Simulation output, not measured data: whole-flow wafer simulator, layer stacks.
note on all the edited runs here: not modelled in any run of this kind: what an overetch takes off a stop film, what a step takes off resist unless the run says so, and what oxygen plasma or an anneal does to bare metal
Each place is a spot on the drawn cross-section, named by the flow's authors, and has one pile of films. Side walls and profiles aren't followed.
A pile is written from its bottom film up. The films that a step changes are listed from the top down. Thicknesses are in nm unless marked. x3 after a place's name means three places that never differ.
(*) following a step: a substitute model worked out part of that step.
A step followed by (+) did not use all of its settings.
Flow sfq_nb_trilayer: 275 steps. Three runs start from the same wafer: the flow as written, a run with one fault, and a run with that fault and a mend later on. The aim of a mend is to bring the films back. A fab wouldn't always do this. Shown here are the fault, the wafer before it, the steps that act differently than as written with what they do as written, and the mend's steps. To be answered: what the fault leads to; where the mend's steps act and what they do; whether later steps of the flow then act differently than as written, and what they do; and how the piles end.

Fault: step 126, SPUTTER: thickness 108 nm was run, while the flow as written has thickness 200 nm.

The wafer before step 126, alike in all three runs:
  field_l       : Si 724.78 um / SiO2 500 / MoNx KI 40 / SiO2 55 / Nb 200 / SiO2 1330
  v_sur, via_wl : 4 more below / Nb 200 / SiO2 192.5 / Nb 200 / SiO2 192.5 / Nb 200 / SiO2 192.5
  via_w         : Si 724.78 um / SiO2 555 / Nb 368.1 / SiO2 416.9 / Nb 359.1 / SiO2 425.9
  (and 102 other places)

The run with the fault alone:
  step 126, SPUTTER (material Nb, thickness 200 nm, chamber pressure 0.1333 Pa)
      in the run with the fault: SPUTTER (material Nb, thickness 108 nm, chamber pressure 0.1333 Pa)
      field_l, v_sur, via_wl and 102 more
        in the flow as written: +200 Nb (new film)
        in the run with the fault: +108 Nb (new film)
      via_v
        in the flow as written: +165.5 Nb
        in the run with the fault: +89 Nb
  Later steps of the flow acting differently than as written (4 more steps, not shown, differ only slightly: by at most 2% or 0.5 nm, whichever is larger):
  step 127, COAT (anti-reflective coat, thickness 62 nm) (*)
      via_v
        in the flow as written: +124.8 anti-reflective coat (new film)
        in the run with the fault: +120.2 anti-reflective coat (new film)
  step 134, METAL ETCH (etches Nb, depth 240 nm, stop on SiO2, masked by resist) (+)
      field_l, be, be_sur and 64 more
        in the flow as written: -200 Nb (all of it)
        in the run with the fault: -108 Nb (all of it)
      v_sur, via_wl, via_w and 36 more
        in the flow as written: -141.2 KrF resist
        in the run with the fault: -95.3 KrF resist
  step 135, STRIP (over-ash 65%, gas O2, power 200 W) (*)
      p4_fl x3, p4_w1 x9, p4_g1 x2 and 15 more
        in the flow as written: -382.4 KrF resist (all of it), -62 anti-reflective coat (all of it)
        in the run with the fault: -428.3 KrF resist (all of it), -62 anti-reflective coat (all of it)
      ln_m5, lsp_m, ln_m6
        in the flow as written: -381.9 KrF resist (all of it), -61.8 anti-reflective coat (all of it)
        in the run with the fault: -427.8 KrF resist (all of it), -61.8 anti-reflective coat (all of it)
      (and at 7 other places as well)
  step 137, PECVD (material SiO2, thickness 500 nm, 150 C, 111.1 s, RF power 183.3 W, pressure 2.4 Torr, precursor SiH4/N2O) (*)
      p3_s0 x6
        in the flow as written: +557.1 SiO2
        in the run with the fault: +500 SiO2
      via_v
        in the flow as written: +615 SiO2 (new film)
        in the run with the fault: +589.5 SiO2 (new film)
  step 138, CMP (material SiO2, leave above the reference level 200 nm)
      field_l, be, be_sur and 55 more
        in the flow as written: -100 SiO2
        in the run with the fault: -192 SiO2
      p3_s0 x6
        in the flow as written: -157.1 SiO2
        in the run with the fault: -192 SiO2
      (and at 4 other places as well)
  By the end, the piles at field_l, v_sur, via_wl and 103 more depart from the flow's by more than 2% or 0.5 nm, whichever is larger.
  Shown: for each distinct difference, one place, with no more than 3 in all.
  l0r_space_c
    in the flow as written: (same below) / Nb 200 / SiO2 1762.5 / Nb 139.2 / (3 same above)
    in the run with the fault: (same below) / Nb 200 / SiO2 1670.5 / Nb 139.2 / (3 same above)
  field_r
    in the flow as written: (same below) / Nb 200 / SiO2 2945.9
    in the run with the fault: (same below) / Nb 200 / SiO2 2853.9
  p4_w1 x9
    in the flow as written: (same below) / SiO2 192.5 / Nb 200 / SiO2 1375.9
    in the run with the fault: (same below) / SiO2 192.5 / Nb 108 / SiO2 1375.9

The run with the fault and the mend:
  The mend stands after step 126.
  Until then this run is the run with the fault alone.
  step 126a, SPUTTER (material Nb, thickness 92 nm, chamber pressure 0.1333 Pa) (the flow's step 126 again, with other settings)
      field_l, v_sur, via_wl and 102 more
        +92 Nb
      via_v
        +74.7 Nb
  Every later step of the flow that is run acts as written, at every place that is followed, to within 2% or 0.5 nm, whichever is larger.
  The piles end only slightly different from the flow's at the places that both follow, by no more than 2% or 0.5 nm, whichever is larger.
